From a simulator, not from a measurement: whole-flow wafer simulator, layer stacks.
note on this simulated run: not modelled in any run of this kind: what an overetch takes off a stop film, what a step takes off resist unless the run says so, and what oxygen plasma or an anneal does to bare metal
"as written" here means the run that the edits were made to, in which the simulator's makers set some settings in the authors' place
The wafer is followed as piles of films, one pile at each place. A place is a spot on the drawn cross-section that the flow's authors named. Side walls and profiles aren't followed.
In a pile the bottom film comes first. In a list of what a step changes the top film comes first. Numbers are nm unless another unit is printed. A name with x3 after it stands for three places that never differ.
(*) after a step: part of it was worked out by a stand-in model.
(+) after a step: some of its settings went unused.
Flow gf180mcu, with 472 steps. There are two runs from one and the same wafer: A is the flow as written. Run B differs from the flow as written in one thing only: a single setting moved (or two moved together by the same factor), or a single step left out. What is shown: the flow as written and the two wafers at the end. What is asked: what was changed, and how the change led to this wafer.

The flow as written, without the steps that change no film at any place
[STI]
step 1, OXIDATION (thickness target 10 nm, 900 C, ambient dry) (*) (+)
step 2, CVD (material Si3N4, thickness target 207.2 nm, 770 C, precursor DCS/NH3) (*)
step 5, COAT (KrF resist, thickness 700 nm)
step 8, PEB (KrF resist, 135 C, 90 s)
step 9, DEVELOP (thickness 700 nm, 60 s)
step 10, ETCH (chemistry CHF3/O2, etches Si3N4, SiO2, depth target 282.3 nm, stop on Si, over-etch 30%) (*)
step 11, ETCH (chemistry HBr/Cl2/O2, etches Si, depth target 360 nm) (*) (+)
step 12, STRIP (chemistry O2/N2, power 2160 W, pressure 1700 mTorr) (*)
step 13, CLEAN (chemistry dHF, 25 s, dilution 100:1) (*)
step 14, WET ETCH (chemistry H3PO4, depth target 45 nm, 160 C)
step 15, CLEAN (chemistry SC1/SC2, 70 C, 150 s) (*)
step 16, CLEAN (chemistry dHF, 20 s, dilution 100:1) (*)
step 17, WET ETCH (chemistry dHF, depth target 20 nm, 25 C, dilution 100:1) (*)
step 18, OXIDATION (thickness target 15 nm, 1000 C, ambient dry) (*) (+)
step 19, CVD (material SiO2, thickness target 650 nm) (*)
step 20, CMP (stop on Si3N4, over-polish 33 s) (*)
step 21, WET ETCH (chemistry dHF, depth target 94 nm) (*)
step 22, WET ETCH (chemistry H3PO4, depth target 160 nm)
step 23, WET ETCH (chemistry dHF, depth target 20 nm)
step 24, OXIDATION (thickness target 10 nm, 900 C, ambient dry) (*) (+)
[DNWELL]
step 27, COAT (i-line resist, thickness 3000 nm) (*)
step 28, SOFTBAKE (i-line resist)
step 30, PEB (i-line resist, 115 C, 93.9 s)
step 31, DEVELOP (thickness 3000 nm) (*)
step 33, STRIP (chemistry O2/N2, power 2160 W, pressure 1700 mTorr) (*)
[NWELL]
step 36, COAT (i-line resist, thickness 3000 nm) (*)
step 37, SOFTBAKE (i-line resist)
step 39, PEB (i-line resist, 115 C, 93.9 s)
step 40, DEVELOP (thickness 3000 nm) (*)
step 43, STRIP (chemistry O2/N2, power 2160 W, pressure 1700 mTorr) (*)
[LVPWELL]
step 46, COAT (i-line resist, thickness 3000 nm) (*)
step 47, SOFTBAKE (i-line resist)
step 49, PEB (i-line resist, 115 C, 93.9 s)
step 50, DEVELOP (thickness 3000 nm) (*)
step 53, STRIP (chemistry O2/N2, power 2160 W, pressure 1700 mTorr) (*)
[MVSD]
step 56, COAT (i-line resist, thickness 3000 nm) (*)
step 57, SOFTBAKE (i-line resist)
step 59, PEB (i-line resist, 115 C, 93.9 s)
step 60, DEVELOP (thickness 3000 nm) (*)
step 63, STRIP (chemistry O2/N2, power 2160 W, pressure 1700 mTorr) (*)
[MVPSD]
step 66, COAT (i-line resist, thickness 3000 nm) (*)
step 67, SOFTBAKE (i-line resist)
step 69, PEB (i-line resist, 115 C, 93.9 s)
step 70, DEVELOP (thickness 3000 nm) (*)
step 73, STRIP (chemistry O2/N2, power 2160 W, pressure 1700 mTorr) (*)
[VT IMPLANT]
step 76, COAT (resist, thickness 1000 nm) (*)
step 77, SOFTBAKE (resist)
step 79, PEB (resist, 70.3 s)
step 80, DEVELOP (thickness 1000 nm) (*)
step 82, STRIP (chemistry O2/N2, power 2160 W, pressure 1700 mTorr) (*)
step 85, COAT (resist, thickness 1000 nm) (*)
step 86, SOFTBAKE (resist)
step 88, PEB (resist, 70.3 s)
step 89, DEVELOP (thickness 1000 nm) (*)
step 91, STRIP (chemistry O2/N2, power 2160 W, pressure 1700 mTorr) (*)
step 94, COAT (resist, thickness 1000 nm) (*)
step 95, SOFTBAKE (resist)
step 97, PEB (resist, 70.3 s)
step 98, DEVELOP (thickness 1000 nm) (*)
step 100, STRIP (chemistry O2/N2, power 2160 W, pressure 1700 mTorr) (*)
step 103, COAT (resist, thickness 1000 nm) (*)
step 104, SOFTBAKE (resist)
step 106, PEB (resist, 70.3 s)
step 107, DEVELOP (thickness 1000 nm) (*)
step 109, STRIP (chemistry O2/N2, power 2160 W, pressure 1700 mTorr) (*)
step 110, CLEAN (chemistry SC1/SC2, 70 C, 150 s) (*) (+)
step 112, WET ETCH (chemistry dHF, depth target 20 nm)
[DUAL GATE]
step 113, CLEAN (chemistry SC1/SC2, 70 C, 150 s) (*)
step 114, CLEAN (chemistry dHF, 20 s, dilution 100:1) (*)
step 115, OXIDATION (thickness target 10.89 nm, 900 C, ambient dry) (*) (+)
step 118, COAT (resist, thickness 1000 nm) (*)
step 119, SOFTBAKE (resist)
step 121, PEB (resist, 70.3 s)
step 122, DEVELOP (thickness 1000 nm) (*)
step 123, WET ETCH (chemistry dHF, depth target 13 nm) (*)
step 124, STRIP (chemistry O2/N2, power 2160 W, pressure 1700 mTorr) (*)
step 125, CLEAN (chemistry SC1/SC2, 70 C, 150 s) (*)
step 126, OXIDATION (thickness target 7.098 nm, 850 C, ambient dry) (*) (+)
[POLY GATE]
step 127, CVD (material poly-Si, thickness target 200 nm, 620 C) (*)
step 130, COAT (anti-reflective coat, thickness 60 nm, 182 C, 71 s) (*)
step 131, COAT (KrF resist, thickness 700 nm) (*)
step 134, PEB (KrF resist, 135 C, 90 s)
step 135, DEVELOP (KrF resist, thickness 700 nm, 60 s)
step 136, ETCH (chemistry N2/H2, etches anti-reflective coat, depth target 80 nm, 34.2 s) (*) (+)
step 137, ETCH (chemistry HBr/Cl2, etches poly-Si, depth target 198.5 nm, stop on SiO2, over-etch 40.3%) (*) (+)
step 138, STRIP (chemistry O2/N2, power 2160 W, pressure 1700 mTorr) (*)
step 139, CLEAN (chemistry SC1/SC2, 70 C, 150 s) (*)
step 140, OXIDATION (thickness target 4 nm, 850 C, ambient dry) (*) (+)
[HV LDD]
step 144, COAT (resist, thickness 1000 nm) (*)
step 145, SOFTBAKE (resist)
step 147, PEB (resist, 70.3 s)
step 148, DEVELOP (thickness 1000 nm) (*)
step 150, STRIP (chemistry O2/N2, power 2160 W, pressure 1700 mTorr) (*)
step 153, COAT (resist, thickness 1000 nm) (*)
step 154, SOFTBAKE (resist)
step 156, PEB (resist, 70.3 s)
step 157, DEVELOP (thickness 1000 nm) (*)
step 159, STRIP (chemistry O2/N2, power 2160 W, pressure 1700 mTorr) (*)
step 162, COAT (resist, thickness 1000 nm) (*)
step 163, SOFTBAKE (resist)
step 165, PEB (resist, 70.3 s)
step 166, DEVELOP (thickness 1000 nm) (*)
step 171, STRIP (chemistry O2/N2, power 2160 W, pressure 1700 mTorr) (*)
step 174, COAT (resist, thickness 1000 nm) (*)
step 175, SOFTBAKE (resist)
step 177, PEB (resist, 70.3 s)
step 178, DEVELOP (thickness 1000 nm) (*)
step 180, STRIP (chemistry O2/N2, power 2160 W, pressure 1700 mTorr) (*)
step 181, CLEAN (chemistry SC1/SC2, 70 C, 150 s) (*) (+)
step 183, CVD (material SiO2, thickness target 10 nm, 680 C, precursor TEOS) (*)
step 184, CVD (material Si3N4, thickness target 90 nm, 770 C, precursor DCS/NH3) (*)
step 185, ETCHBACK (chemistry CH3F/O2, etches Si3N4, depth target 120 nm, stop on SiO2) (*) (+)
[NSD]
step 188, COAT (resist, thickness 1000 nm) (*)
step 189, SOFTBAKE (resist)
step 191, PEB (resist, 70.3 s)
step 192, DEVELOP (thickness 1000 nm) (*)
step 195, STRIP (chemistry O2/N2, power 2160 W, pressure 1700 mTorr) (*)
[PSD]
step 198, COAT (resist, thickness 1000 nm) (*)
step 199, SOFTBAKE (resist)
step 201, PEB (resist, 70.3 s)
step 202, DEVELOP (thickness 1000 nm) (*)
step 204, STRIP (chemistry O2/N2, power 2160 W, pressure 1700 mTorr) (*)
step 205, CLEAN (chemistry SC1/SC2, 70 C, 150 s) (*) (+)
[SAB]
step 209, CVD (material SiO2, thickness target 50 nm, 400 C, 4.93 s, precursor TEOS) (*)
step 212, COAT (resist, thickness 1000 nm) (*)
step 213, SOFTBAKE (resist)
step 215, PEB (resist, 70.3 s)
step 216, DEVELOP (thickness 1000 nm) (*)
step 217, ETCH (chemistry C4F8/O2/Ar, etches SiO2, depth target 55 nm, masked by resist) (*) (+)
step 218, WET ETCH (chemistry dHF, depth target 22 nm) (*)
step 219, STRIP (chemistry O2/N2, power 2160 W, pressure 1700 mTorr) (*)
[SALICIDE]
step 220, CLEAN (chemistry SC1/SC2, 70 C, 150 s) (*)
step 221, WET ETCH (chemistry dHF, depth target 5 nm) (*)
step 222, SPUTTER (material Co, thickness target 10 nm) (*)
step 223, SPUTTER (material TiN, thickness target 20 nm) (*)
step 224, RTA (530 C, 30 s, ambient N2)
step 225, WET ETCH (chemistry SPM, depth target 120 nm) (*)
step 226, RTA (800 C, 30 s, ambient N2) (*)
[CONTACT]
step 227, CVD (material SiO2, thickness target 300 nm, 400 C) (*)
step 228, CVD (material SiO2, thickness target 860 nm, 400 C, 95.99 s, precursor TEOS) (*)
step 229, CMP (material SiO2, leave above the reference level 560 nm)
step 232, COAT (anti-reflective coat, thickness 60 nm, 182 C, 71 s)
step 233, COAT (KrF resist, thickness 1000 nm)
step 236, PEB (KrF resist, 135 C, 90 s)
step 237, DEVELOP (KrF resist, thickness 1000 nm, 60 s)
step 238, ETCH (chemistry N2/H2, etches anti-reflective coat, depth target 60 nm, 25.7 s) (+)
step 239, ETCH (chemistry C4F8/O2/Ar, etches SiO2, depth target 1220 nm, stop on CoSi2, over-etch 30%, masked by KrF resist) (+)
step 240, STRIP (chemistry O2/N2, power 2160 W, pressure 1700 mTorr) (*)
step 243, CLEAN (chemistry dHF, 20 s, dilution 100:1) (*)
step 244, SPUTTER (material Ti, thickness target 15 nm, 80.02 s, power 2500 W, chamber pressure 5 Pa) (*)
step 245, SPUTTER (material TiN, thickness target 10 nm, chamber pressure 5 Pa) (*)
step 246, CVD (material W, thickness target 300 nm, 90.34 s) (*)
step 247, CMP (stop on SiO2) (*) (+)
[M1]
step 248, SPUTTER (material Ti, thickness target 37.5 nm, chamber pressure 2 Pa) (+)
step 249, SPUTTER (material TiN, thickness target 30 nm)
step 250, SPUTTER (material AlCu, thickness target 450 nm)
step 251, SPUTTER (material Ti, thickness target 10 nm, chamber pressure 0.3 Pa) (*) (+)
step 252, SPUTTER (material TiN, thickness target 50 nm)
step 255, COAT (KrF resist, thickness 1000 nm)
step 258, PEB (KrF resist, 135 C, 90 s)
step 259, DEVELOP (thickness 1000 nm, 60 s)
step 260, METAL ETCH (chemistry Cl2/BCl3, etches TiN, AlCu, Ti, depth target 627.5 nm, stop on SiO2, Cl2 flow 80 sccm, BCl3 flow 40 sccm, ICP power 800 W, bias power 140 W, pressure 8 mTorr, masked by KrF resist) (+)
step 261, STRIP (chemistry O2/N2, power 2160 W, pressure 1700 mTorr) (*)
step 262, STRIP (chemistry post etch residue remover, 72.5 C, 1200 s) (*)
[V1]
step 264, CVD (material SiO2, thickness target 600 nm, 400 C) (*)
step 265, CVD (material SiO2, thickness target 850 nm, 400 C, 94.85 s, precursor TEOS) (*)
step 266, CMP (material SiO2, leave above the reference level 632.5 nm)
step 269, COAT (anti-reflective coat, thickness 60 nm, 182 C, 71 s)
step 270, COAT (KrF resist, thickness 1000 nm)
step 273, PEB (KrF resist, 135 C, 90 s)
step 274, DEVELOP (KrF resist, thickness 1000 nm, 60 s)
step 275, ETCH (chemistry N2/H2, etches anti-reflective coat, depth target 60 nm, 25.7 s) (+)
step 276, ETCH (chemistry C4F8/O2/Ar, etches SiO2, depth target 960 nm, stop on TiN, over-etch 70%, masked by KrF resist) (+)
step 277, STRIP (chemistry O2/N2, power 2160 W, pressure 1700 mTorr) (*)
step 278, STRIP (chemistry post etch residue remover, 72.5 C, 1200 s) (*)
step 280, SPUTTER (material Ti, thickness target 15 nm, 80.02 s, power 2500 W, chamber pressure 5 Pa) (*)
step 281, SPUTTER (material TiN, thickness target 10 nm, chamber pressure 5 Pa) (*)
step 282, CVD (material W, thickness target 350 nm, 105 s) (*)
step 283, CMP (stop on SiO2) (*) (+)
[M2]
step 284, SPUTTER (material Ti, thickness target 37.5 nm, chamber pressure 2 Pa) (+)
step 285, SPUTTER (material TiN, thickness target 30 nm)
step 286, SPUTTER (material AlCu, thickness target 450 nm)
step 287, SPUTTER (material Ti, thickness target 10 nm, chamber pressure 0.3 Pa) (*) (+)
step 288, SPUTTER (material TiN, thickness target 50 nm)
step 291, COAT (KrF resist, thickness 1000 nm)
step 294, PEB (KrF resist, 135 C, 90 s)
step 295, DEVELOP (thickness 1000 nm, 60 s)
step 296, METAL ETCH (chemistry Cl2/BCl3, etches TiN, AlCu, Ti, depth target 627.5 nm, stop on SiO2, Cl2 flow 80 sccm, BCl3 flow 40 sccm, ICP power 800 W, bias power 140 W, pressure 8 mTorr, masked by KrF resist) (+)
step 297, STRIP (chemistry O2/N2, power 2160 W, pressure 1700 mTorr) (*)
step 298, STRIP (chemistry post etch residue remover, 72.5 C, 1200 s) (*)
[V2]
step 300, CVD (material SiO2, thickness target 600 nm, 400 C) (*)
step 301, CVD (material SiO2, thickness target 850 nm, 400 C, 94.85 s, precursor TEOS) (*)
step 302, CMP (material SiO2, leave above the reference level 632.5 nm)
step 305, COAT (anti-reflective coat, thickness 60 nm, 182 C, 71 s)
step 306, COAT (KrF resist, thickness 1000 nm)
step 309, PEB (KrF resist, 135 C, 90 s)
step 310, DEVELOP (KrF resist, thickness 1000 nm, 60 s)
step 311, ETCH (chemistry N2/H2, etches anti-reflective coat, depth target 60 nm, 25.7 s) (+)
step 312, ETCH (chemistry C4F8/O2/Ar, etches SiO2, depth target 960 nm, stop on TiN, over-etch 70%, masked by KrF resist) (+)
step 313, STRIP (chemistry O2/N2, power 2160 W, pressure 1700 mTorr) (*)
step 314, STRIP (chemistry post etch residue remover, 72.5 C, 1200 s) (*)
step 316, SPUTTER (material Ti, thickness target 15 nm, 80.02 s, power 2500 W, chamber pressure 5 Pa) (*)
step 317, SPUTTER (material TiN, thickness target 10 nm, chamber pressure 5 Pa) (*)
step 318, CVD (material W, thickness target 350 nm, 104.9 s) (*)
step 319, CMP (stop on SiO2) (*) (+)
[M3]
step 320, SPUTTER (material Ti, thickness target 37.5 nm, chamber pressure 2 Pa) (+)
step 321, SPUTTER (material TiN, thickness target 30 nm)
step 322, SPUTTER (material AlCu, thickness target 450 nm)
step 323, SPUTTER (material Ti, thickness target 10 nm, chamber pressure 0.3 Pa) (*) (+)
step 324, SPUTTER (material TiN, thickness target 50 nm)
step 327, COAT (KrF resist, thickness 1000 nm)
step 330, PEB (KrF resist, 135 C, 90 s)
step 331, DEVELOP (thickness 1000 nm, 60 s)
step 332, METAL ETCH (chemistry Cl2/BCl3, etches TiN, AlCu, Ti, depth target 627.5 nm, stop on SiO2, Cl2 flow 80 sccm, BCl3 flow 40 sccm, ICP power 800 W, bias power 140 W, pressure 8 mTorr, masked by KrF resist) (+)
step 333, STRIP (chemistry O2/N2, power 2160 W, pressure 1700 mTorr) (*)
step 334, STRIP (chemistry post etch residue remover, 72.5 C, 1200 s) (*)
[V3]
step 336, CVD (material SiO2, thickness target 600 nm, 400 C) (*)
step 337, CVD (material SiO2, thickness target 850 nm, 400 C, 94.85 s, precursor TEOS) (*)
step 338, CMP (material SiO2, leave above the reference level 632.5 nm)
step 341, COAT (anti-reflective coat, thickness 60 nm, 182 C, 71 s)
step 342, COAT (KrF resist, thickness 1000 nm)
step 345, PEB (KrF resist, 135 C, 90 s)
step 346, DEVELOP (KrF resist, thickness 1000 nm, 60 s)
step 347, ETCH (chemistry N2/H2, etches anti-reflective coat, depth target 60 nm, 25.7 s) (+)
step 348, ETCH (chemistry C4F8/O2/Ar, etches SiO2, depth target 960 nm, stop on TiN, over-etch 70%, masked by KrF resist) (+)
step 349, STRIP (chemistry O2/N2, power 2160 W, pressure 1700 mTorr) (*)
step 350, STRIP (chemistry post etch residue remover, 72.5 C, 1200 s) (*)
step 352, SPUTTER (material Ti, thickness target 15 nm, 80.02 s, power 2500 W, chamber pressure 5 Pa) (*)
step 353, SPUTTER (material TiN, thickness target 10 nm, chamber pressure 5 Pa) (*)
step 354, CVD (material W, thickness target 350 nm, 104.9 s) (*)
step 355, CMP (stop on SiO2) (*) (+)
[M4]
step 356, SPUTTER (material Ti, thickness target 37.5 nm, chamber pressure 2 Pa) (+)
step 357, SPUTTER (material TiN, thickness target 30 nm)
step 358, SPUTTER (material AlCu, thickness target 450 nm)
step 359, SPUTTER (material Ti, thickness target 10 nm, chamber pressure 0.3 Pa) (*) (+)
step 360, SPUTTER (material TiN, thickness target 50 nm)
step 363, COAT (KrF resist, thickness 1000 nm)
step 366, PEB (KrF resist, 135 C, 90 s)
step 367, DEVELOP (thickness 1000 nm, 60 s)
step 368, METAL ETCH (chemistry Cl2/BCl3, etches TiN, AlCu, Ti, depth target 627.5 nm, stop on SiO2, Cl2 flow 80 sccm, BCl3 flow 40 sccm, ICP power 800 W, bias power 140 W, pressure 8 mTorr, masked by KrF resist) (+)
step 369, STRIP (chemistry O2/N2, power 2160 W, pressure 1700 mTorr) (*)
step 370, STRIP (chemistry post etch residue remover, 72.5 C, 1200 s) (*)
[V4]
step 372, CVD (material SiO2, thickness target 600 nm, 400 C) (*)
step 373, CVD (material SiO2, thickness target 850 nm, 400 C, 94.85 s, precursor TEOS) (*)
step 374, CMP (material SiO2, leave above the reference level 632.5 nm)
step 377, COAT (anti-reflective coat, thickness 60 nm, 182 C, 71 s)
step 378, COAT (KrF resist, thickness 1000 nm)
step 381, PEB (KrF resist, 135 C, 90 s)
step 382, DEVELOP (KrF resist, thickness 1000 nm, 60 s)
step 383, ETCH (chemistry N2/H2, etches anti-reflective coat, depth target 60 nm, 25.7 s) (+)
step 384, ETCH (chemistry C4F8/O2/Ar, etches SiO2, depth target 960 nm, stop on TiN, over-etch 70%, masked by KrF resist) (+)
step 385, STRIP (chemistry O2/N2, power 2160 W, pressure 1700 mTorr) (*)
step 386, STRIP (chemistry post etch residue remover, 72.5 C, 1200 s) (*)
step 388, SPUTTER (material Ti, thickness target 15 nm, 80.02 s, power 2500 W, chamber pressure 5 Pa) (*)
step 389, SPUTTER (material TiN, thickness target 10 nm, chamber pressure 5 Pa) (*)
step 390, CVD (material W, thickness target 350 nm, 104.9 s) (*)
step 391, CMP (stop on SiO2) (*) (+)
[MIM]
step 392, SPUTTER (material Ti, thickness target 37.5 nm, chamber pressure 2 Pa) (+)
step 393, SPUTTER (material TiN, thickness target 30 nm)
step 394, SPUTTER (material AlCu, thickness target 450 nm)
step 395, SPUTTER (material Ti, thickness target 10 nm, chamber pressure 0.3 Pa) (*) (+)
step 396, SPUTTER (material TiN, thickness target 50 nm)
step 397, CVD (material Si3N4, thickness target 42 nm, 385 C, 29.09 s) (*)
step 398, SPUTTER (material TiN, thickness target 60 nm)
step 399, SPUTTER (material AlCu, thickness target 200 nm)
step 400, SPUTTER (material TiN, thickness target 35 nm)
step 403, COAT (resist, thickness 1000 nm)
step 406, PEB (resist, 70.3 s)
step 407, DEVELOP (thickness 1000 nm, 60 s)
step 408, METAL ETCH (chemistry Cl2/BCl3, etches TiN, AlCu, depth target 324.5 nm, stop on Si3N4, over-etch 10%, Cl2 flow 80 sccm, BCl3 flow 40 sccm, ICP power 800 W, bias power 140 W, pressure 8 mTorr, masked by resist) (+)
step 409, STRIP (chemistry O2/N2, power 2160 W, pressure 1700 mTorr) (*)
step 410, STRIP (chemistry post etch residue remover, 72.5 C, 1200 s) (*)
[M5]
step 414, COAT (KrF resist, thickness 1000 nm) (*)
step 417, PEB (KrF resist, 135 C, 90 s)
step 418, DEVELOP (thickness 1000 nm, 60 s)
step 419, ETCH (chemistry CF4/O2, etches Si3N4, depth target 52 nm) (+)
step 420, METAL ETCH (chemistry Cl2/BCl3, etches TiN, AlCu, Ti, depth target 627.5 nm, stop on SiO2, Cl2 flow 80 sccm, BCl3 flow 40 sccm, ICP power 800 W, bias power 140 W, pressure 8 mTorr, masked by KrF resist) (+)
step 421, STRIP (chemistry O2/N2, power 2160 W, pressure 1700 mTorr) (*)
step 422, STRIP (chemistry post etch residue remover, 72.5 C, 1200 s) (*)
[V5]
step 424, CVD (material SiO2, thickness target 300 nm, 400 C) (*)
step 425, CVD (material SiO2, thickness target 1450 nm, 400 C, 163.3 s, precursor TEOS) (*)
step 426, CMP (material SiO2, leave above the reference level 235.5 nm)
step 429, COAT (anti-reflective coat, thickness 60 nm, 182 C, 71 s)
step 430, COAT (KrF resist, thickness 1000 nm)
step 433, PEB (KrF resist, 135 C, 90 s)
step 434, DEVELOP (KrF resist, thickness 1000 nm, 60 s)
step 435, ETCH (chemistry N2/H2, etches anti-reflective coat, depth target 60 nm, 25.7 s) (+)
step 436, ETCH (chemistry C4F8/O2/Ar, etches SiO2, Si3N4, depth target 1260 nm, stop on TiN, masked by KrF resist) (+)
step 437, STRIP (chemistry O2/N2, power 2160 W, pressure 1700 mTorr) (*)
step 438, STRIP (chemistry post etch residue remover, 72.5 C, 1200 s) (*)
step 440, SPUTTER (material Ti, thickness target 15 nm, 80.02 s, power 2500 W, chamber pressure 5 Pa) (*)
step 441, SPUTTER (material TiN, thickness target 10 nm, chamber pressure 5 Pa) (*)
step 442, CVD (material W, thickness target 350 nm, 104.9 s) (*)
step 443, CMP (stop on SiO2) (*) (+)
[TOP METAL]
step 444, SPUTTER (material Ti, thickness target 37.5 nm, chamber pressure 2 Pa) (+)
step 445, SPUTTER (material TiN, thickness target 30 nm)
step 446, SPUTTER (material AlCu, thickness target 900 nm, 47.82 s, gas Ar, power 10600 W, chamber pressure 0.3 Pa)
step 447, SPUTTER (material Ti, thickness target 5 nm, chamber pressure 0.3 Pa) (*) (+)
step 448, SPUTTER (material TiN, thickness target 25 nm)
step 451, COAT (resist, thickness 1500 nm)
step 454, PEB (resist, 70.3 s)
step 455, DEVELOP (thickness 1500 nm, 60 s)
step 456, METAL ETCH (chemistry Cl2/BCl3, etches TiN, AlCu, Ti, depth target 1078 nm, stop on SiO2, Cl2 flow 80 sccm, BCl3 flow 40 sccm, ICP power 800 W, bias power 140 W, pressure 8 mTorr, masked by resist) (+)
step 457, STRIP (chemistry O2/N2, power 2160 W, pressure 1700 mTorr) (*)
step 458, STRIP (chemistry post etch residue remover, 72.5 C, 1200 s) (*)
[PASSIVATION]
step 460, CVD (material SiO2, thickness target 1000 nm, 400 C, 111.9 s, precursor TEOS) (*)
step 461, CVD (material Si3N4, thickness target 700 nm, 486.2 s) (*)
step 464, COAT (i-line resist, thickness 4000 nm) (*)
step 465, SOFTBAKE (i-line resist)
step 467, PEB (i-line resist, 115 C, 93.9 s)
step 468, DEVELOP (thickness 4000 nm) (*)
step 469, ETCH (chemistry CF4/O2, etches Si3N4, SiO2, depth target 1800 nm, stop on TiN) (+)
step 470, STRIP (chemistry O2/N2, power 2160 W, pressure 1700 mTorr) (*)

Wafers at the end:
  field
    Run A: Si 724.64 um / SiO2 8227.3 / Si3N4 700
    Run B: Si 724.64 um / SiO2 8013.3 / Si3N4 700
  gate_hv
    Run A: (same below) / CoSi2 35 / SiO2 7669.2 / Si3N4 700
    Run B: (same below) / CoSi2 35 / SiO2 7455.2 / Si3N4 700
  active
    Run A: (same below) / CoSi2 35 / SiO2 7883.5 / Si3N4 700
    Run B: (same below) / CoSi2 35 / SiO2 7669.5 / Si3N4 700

What caused this: step 394, SPUTTER: thickness target 236 nm was run, whereas the flow has thickness target 450 nm.

Step by step, how the change led to this:
  step 394, SPUTTER (material AlCu, thickness target 450 nm)
      field, field__w1, field__w2 and 108 more: A +450 AlCu (new film) | B +236 AlCu (new film)
  step 420, METAL ETCH (chemistry Cl2/BCl3, etches TiN, AlCu, Ti, depth target 627.5 nm, stop on SiO2, Cl2 flow 80 sccm, BCl3 flow 40 sccm, ICP power 800 W, bias power 140 W, pressure 8 mTorr, masked by KrF resist) (+)
      field, field__w1, field__w2 and 101 more: A -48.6 TiN (all of it), -10 Ti (all of it), -450 AlCu (all of it), -30 TiN (all of it), -37.5 Ti (all of it) | B -48.6 TiN (all of it), -10 Ti (all of it), -236 AlCu (all of it), -30 TiN (all of it), -37.5 Ti (all of it)
      field__w4, field__w8, contact, m1, m1__w1, mim, mim_1p0, m1_nw: A -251 KrF resist | B -217.2 KrF resist
  step 421, STRIP (chemistry O2/N2, power 2160 W, pressure 1700 mTorr) (*)
      field__w8, m1__w1: A -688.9 KrF resist (all of it) | B -722.6 KrF resist (all of it)
      contact, m1: A -689.3 KrF resist (all of it) | B -723.1 KrF resist (all of it)
      (as well as at 4 more places)
  step 426, CMP (material SiO2, leave above the reference level 235.5 nm)
      field, field__w1, field__w5 and 92 more: A -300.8 SiO2 | B -514.8 SiO2
      field__w2, field__w3, field__w12 and 6 more: A -272.7 SiO2 | B -496.4 SiO2
